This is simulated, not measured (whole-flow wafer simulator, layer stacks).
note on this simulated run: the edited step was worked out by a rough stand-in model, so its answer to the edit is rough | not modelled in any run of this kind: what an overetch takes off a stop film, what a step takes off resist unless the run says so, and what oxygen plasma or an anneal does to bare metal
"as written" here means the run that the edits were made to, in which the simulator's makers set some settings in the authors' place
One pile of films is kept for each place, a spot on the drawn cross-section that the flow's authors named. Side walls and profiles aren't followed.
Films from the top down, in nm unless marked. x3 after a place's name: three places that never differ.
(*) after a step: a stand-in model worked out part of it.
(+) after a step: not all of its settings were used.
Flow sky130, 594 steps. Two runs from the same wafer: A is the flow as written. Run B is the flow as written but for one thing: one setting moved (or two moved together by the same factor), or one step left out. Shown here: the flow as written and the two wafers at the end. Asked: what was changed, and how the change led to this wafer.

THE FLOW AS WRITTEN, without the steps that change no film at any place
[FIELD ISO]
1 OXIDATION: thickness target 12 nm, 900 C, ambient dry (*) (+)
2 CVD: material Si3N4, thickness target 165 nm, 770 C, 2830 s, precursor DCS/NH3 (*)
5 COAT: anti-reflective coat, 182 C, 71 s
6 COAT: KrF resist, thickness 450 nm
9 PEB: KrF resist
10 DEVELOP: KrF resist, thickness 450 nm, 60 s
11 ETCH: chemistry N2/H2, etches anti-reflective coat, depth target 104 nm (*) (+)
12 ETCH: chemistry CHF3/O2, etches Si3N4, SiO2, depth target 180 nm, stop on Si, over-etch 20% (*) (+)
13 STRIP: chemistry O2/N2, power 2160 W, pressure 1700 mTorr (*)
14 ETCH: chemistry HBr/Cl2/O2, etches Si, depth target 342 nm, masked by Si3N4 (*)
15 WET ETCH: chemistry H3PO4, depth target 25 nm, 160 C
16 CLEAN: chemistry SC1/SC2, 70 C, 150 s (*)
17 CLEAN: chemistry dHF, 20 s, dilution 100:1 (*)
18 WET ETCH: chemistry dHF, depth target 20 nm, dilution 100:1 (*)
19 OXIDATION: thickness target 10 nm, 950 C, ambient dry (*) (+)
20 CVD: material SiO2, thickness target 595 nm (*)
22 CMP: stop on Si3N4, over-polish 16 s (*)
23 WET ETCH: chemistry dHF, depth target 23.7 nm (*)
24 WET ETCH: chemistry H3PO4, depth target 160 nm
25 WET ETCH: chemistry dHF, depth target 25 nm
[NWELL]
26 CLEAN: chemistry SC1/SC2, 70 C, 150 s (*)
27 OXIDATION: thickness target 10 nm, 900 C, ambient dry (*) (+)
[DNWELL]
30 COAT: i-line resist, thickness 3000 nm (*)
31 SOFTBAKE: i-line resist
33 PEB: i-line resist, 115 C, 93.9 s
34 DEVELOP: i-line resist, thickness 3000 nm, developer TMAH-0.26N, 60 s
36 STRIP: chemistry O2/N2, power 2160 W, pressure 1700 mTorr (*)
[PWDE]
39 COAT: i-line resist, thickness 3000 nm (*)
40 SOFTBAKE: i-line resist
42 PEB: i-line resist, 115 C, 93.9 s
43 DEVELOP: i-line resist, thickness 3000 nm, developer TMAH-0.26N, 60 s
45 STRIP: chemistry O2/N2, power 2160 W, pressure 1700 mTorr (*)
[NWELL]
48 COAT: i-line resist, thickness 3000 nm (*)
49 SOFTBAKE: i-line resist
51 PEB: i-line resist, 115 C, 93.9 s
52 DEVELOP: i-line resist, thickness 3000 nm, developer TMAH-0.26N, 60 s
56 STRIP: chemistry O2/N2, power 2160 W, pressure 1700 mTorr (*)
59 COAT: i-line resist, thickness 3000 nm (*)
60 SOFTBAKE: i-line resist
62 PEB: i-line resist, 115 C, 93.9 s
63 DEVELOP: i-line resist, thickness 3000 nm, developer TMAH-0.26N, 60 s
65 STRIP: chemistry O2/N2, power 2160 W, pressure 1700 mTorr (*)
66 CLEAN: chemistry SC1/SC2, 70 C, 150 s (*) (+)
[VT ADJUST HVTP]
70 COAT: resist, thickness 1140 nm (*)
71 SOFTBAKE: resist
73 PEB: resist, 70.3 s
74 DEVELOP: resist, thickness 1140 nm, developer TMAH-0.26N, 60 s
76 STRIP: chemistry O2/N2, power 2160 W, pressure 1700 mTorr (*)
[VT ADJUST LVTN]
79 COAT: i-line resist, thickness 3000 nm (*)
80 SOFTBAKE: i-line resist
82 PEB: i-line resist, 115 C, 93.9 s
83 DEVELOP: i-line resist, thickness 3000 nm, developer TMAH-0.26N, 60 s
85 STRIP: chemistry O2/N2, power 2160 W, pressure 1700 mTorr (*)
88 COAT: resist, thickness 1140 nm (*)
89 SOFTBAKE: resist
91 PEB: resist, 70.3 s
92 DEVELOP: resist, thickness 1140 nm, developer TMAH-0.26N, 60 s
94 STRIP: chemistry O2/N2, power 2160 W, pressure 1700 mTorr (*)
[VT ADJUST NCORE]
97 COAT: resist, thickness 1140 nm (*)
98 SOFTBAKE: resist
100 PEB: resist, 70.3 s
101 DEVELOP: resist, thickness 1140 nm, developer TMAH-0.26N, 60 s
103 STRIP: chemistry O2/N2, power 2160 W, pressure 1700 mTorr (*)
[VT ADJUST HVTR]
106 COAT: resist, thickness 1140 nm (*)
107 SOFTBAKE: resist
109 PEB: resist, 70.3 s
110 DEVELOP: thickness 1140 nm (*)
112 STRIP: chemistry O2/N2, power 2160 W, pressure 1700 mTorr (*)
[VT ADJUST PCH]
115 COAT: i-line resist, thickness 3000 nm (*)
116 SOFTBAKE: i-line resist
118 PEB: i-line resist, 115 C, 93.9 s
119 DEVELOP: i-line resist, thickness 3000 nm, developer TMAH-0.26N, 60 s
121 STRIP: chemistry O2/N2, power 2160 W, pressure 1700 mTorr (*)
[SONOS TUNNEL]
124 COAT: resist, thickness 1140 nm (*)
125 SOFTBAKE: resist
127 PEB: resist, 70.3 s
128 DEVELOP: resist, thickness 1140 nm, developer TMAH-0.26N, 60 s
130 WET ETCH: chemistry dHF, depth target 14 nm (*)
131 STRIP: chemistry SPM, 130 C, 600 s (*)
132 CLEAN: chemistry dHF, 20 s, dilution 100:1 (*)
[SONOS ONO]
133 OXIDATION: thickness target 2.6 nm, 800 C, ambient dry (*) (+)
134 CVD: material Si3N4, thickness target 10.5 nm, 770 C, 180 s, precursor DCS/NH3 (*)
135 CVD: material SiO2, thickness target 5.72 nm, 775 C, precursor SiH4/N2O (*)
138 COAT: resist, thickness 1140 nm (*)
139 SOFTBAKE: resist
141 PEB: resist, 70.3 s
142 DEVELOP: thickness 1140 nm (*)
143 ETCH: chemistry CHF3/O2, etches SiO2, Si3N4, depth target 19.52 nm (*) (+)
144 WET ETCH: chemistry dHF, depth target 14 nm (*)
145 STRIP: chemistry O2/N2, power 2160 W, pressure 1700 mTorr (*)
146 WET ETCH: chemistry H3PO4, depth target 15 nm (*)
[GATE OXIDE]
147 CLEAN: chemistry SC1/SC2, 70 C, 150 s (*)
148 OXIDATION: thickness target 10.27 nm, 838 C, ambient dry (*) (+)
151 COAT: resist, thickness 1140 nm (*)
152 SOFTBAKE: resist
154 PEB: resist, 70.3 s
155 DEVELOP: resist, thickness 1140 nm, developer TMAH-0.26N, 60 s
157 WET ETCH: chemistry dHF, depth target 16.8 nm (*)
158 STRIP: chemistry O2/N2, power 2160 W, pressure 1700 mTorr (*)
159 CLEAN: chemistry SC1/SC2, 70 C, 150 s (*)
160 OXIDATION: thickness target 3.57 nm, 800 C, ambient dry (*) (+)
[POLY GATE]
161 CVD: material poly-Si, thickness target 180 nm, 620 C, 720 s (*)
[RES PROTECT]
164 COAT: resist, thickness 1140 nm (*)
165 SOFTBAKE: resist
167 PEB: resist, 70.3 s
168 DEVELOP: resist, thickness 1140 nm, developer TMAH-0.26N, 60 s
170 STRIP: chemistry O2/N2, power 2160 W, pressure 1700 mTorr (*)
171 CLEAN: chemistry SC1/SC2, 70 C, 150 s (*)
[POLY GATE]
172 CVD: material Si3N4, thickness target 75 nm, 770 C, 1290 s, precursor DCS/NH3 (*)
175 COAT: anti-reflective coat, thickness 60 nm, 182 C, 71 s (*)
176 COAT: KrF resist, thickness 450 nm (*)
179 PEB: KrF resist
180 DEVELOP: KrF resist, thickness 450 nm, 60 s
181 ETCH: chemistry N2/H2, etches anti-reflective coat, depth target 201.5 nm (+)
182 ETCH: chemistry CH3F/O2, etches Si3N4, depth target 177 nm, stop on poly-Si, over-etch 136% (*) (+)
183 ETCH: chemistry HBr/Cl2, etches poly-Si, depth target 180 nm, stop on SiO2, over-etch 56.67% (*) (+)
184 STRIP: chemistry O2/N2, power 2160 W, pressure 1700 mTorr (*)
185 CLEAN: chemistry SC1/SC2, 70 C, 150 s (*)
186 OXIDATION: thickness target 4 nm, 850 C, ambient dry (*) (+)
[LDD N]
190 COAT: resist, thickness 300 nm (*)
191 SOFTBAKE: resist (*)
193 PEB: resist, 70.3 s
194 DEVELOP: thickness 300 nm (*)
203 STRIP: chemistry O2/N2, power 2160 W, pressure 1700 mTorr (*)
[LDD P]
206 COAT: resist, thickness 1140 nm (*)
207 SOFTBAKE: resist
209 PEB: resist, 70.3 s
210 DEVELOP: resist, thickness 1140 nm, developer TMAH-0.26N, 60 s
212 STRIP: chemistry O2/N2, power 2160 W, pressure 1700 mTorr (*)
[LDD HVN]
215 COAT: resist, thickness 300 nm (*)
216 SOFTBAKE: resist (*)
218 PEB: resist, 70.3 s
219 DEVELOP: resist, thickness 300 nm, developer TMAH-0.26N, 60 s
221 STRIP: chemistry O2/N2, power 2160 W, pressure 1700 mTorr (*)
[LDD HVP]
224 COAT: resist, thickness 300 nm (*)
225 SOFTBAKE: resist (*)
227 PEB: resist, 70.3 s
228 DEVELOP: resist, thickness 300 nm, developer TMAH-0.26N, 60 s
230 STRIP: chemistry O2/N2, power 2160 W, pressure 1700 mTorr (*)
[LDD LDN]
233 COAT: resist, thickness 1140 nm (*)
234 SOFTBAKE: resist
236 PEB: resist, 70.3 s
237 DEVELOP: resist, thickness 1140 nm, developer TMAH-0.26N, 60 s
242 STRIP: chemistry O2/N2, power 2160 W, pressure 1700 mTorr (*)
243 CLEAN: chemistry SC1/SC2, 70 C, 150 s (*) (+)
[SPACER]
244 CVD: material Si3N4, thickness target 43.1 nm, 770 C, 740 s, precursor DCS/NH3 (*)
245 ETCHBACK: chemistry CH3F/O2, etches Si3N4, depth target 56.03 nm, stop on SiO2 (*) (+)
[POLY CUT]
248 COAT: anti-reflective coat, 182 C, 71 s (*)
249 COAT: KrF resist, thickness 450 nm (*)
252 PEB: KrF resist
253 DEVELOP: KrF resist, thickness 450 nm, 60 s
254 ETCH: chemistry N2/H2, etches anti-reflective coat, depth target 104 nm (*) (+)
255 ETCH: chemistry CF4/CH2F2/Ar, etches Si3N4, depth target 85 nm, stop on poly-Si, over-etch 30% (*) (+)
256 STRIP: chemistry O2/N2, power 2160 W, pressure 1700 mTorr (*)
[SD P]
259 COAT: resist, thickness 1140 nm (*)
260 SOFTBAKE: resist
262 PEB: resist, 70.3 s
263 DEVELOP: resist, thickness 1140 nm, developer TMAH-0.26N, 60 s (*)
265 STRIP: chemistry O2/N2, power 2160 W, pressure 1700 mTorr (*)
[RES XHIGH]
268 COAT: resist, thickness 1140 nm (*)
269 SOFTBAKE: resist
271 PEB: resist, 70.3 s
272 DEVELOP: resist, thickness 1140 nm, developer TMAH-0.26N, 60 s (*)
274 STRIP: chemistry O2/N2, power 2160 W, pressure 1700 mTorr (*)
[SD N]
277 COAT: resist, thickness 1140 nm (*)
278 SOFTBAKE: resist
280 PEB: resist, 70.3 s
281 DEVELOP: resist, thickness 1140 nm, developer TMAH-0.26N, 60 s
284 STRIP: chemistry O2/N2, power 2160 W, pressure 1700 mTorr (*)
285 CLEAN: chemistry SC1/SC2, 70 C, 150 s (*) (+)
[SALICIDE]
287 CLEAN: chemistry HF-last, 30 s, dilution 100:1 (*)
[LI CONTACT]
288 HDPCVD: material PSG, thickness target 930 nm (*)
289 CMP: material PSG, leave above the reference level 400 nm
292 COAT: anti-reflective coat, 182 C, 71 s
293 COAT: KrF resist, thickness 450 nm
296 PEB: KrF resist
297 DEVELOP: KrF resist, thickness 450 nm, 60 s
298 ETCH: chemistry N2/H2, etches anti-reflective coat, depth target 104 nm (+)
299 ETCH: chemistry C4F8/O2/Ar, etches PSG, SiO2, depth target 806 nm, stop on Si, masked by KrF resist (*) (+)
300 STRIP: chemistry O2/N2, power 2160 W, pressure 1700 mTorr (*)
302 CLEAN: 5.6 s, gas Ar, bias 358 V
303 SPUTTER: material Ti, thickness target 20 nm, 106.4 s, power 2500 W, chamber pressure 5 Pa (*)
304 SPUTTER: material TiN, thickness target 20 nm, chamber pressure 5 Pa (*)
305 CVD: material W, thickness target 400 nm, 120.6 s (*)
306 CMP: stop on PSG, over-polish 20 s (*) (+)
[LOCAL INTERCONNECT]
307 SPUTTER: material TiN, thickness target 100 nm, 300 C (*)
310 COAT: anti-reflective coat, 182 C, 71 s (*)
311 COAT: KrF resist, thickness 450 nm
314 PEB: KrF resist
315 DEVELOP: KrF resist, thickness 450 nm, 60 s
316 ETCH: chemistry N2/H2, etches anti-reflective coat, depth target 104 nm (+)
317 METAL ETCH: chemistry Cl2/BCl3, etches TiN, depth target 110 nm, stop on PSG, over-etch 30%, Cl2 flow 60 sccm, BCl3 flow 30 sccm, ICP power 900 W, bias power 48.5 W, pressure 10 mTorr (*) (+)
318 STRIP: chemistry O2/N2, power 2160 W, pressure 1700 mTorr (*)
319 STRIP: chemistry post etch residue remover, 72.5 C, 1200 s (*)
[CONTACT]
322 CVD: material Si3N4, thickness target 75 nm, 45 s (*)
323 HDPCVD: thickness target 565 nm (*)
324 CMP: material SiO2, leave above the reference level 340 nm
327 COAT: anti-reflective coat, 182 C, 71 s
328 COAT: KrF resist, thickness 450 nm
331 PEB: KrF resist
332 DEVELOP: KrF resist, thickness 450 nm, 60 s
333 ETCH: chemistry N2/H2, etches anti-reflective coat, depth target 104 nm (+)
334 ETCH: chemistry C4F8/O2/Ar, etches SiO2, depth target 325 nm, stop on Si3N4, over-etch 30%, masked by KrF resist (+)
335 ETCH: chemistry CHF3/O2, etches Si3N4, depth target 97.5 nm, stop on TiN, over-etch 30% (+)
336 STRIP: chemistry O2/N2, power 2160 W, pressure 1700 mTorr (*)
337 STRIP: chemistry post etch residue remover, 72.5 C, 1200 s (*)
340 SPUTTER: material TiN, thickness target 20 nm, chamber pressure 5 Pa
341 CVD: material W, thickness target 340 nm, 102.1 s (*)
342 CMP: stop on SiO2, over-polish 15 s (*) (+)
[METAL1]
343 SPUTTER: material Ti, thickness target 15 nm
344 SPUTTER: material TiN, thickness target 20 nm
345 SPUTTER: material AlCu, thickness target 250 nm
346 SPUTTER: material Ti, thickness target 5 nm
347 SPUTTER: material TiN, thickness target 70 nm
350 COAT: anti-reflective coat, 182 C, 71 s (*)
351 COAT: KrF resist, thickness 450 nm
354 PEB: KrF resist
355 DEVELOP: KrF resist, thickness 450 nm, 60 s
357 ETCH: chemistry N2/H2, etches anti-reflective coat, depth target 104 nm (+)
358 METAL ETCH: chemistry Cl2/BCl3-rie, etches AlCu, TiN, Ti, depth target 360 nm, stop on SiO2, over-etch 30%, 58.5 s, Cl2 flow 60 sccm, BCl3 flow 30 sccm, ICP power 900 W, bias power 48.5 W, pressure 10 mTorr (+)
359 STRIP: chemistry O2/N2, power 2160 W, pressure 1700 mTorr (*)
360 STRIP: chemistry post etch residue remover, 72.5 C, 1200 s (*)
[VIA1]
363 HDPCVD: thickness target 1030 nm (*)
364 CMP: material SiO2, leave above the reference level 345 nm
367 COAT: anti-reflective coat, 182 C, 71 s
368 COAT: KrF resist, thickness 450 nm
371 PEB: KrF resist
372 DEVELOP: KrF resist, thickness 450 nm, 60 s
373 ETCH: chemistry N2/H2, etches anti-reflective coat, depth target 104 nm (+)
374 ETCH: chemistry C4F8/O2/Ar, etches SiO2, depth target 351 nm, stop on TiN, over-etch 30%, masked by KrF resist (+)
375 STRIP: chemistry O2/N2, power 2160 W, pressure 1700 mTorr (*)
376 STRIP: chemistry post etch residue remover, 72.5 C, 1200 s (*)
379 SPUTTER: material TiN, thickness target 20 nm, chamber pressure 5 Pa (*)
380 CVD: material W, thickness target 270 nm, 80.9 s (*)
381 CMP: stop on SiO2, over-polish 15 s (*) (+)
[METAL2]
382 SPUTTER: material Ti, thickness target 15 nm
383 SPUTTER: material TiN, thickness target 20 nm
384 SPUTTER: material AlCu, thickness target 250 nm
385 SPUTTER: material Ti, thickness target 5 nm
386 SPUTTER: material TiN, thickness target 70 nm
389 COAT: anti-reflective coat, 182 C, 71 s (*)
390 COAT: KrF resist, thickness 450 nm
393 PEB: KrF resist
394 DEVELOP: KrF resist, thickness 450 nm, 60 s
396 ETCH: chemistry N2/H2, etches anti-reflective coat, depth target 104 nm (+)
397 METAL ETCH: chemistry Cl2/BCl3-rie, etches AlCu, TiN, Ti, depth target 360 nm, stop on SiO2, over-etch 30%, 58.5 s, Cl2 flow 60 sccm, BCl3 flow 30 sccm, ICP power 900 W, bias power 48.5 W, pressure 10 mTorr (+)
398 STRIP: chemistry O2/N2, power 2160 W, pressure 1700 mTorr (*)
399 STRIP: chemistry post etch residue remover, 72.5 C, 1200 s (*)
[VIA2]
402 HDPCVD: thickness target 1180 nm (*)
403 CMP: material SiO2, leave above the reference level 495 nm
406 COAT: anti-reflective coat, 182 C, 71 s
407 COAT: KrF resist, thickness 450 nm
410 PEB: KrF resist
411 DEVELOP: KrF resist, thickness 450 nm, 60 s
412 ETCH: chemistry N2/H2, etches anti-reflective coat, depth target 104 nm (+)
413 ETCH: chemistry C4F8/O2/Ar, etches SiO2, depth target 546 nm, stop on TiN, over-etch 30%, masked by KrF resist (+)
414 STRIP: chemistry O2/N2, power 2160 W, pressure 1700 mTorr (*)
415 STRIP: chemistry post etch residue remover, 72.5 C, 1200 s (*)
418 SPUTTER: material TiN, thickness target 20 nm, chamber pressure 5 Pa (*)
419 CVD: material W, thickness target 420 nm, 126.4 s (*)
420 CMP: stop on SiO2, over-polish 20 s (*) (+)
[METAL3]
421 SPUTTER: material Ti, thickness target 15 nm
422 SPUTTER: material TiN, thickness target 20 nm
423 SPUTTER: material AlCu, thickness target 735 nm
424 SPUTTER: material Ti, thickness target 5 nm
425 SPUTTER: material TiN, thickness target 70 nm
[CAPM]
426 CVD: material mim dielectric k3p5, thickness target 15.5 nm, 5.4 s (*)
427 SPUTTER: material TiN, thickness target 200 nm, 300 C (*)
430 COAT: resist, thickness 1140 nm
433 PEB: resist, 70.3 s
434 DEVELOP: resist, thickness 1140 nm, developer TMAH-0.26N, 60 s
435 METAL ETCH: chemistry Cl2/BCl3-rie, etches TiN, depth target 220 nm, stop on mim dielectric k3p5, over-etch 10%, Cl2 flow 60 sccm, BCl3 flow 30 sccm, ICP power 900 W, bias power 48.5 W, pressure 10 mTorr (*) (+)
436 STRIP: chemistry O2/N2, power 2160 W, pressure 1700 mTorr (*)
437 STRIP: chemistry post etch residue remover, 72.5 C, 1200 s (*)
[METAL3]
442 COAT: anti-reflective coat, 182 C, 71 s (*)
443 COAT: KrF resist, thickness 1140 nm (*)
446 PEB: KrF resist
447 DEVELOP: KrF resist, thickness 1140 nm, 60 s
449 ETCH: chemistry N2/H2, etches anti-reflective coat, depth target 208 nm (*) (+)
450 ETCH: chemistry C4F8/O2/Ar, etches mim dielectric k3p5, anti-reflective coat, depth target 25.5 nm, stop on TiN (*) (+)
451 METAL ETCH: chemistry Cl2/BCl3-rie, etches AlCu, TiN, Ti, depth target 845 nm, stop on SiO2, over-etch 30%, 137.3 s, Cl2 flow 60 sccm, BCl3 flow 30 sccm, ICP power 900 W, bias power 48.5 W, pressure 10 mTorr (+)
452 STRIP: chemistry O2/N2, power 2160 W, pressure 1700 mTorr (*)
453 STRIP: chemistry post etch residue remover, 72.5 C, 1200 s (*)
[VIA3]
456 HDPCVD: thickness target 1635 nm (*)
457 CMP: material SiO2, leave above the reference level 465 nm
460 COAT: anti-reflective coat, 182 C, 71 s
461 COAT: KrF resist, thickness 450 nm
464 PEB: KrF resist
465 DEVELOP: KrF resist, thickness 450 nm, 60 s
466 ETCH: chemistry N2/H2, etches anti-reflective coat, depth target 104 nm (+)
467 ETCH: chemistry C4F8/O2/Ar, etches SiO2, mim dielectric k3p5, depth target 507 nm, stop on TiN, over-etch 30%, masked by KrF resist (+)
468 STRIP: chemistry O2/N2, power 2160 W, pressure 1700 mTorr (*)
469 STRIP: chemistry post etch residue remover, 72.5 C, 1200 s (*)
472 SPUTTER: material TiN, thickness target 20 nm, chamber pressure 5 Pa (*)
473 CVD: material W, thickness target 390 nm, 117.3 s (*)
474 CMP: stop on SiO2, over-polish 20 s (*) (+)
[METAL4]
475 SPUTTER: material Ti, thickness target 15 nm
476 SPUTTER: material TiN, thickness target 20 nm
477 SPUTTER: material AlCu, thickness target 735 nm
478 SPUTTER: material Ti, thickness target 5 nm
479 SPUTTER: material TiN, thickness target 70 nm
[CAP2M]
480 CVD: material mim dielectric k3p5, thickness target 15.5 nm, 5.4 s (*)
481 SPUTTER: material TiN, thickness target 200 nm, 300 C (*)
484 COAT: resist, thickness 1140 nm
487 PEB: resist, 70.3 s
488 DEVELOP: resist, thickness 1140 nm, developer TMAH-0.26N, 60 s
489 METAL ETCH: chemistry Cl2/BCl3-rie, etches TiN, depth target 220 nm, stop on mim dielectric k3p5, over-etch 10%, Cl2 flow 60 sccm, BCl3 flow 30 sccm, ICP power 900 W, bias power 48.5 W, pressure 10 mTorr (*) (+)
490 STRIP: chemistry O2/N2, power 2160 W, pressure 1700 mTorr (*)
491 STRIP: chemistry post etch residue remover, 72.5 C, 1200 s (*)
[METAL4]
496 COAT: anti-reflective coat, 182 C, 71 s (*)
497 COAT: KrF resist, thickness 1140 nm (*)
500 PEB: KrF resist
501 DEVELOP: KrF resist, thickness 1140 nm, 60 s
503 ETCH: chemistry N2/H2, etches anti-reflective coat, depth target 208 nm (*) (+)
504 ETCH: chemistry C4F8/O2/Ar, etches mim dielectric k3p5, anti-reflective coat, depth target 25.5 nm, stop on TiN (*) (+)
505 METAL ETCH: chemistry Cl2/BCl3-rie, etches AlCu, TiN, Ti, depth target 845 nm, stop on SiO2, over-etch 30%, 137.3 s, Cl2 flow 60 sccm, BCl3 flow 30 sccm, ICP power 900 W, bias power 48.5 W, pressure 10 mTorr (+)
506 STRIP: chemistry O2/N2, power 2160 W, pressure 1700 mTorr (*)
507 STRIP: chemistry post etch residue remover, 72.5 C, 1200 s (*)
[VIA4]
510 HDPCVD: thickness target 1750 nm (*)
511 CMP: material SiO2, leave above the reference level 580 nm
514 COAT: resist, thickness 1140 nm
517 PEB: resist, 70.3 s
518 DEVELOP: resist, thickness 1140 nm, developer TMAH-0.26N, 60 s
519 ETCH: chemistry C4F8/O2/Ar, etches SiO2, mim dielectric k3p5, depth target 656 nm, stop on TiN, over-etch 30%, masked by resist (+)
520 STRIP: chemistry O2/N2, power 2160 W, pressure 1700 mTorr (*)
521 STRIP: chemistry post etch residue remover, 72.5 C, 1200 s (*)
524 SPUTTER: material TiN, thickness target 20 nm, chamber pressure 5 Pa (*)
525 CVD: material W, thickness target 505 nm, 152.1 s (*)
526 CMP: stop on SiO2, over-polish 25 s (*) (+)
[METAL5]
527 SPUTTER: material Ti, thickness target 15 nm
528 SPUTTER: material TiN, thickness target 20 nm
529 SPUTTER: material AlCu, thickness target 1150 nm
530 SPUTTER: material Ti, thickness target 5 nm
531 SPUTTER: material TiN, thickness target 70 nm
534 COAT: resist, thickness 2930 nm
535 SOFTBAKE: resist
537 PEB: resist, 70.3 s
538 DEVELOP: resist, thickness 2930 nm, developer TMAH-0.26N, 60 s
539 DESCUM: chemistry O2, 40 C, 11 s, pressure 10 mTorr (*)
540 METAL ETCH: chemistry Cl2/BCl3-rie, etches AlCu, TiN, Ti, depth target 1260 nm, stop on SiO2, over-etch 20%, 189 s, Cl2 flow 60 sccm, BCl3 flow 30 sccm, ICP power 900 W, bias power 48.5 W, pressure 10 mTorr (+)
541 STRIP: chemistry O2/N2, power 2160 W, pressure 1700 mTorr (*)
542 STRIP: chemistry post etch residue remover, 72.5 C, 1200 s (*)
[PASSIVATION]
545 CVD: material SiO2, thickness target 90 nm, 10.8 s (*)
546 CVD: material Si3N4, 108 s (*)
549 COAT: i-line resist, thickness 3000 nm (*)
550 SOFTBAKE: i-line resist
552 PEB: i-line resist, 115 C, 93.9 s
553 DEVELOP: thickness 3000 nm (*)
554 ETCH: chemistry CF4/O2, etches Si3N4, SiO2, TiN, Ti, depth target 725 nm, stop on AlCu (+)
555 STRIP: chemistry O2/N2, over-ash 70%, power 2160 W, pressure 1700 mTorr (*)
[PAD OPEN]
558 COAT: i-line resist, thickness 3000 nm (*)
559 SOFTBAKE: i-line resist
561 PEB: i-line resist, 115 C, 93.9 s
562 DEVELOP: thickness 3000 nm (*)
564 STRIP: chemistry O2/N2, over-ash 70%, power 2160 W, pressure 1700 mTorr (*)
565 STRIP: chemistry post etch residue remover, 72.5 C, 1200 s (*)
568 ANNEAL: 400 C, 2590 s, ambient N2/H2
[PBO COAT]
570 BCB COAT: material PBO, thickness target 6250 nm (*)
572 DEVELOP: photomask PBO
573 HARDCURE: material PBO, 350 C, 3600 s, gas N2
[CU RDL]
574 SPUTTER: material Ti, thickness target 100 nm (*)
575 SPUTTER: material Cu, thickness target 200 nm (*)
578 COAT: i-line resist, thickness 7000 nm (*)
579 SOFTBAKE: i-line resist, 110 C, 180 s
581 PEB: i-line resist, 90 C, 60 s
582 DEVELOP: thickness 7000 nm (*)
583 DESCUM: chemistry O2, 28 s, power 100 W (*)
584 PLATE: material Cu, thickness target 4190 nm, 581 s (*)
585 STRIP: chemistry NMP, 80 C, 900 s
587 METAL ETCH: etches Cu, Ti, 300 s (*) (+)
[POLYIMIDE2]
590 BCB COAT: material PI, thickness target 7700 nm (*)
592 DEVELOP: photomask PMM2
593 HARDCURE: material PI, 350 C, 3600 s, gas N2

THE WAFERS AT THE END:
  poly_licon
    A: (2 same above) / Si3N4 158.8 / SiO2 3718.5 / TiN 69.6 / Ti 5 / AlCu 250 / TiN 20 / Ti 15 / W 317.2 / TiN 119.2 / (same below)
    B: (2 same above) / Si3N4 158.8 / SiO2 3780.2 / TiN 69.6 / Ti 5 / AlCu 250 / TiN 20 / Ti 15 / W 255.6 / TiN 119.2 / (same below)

The cause: step 341, CVD: thickness target 255 nm was run, where the flow has thickness target 340 nm; step 341, CVD: 76.59 s was run, where the flow has 102.1 s.

How the change led to this, step by step:
  341 CVD: material W, thickness target 340 nm, 102.1 s (*)
      field, active, n_well and 185 more: A W +340 (new film) | B W +255.6 (new film)
      ndiff_licon, ndiff_licon_cpp, rpo_hd_licon: A W +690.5 (new film) | B W +606.1 (new film)
  342 CMP: stop on SiO2, over-polish 15 s (*) (+)
      poly_licon: A W -22.8 | B nothing
      field, active, n_well and 184 more: A W -340 (all of it), TiN -20 (all of it), SiO2 -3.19 | B W -255.6 (all of it), TiN -20 (all of it), SiO2 -3.19
      (and at 3 more places)
  350 COAT: anti-reflective coat, 182 C, 71 s (*)
      poly_licon: A anti-reflective coat +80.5 (new film) | B anti-reflective coat +142.1 (new film)
  359 STRIP: chemistry O2/N2, power 2160 W, pressure 1700 mTorr (*)
      poly_licon: A KrF resist -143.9 (all of it), anti-reflective coat -80.5 (all of it) | B KrF resist -143.9 (all of it), anti-reflective coat -142.1 (all of it)
  364 CMP: material SiO2, leave above the reference level 345 nm
      poly_licon: A SiO2 -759 | B SiO2 -697.4
